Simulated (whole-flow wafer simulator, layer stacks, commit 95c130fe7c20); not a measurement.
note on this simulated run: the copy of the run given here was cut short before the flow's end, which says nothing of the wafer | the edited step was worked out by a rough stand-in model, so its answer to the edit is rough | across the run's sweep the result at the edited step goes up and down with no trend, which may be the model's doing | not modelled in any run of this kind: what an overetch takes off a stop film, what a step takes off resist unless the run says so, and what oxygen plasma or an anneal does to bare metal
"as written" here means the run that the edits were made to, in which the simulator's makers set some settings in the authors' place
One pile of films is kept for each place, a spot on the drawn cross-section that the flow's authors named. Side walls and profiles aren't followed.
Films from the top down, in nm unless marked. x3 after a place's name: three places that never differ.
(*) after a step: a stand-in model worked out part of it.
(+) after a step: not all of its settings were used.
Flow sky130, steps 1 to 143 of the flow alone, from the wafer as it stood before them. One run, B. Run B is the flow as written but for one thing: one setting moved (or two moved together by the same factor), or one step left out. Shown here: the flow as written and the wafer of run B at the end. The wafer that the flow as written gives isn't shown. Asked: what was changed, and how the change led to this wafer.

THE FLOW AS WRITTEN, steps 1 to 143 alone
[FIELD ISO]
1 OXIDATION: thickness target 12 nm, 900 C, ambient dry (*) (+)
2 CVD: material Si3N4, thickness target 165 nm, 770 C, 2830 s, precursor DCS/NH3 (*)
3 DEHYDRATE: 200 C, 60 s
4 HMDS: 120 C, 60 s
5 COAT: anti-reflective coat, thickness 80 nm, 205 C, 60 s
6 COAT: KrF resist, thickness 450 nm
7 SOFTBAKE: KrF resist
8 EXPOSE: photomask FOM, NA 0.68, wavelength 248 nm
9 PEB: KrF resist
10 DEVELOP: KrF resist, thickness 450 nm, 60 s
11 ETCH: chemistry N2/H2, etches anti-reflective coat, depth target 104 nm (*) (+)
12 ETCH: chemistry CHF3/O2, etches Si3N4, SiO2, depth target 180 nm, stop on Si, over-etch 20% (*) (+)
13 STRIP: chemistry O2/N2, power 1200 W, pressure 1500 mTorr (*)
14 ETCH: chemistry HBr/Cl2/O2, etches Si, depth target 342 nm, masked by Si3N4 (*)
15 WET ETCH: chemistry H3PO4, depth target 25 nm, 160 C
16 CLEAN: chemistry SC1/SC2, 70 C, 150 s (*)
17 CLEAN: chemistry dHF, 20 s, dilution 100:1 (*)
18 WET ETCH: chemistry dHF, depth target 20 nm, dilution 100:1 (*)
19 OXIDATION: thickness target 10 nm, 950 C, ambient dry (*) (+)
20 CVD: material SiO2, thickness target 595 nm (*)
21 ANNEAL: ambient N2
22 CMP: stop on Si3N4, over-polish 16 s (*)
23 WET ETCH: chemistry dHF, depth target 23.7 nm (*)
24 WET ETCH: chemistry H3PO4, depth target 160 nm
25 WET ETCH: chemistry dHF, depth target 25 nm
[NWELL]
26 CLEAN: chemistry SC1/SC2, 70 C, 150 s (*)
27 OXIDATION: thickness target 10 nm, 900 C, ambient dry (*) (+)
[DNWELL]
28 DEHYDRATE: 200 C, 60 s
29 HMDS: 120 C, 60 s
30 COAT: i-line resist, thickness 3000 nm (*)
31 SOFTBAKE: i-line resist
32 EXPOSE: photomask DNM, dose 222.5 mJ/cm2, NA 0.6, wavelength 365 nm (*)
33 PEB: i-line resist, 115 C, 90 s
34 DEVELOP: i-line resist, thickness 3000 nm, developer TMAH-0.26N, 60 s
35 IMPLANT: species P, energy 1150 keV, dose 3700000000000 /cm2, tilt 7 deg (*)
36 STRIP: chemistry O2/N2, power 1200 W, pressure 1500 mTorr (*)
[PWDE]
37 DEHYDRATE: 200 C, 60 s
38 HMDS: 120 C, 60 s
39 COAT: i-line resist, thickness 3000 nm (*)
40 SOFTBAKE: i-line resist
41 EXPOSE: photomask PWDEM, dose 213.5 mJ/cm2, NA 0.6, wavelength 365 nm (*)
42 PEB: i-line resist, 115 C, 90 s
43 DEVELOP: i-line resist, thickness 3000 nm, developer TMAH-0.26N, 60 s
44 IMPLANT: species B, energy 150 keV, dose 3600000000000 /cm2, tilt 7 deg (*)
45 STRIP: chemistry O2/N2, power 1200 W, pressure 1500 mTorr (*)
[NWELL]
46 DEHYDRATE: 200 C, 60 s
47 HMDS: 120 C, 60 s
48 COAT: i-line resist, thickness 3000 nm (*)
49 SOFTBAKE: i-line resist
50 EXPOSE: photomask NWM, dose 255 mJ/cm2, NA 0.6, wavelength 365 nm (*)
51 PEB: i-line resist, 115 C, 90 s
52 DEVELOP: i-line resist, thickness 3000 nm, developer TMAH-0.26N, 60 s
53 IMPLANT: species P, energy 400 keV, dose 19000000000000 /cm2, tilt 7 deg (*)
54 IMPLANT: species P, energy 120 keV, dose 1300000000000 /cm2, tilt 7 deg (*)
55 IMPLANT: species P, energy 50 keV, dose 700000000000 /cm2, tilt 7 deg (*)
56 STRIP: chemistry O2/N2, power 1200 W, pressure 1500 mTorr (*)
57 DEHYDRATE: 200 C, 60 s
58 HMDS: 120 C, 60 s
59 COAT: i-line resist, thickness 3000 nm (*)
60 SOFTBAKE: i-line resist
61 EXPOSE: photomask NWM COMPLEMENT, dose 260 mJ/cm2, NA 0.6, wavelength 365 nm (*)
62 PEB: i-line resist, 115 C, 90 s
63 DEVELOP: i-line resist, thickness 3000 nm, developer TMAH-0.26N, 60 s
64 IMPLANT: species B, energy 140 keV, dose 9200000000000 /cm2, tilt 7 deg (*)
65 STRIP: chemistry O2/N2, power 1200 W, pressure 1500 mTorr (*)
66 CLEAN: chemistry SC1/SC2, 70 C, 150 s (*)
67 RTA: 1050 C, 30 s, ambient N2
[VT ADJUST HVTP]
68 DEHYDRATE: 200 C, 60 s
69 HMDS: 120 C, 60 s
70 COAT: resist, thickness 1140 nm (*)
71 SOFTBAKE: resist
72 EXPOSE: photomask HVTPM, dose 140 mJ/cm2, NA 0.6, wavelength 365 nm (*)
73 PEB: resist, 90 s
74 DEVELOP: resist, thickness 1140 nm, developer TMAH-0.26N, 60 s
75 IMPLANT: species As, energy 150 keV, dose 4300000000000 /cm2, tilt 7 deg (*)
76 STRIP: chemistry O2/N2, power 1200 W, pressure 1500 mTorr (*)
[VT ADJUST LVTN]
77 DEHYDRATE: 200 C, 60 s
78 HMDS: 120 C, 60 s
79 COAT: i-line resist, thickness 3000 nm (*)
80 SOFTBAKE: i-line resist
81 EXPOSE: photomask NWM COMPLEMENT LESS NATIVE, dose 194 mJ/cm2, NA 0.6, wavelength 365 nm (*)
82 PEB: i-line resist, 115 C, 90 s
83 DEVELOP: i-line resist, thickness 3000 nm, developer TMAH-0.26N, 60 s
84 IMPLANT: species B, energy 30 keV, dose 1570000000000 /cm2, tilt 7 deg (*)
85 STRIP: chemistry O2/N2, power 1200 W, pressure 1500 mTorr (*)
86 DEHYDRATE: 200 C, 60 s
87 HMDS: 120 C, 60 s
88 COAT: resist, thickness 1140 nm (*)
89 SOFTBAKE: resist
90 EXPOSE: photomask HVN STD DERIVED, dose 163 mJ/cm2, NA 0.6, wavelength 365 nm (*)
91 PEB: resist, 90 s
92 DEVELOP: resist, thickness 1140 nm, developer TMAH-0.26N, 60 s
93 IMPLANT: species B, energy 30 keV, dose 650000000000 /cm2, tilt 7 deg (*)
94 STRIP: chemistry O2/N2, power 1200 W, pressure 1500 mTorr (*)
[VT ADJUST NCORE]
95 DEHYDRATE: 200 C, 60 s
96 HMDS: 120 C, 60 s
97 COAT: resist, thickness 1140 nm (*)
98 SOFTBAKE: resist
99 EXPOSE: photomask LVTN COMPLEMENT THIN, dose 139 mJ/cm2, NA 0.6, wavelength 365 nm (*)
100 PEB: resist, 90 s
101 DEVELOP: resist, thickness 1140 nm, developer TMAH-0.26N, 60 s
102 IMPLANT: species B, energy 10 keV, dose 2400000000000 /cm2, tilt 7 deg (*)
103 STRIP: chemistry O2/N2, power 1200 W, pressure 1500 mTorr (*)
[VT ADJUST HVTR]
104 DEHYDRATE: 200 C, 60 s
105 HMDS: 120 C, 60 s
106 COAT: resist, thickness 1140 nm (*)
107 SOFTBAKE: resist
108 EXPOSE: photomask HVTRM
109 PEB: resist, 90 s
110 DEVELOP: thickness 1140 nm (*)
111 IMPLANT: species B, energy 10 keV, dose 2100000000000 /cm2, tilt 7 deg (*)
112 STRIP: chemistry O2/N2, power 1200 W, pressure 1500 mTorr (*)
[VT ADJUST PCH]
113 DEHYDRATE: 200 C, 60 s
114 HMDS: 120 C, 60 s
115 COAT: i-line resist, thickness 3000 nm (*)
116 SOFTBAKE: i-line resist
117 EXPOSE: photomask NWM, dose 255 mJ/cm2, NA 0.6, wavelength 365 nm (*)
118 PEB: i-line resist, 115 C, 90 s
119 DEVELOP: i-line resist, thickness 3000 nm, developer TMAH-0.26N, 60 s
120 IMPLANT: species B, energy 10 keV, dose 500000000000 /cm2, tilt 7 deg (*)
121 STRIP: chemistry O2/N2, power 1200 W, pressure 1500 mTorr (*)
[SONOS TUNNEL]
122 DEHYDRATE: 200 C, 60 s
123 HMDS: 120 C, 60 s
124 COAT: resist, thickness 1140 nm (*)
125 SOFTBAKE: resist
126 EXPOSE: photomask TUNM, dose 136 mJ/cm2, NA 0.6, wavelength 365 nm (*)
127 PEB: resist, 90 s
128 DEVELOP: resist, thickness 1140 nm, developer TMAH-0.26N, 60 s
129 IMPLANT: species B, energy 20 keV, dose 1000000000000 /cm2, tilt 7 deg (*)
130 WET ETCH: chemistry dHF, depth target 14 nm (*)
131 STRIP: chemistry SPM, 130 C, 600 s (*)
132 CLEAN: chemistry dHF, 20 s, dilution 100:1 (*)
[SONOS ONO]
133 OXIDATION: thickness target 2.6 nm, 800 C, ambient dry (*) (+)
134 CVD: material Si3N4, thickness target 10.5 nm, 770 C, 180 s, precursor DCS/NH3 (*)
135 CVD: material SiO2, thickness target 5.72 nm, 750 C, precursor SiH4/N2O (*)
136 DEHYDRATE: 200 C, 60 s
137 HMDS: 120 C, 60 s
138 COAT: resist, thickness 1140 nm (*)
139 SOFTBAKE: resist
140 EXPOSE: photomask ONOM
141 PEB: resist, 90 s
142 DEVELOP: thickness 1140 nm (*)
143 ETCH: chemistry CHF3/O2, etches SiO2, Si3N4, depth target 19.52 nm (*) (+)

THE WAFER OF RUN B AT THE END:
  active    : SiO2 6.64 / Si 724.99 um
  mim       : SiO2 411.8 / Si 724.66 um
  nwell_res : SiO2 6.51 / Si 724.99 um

The cause: step 133, OXIDATION: thickness target 1.8 nm was run, where the flow has thickness target 2.6 nm.

How the change led to this, step by step:
  133 OXIDATION: thickness target 2.6 nm, 800 C, ambient dry (*) (+)
      active, p_well x5, gate and 67 more: SiO2 +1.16, Si -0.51 (as written it would be: SiO2 +1.76, Si -0.77)
      nwell_res, pplus_nw, gate_p and 22 more: SiO2 +1.16, Si -0.51 (as written it would be: SiO2 +1.77, Si -0.78)
      (and at 4 more places)
  143 ETCH: chemistry CHF3/O2, etches SiO2, Si3N4, depth target 19.52 nm (*) (+)
      n_well, sonos_sd: SiO2 -5.72 (all of it), Si3N4 -10.5 (all of it), SiO2 -1.8 (all of it), Si -0.3 (as written it would be: SiO2 -5.72 (all of it), Si3N4 -10.5 (all of it), SiO2 -2.6 (all of it), Si -0.14)
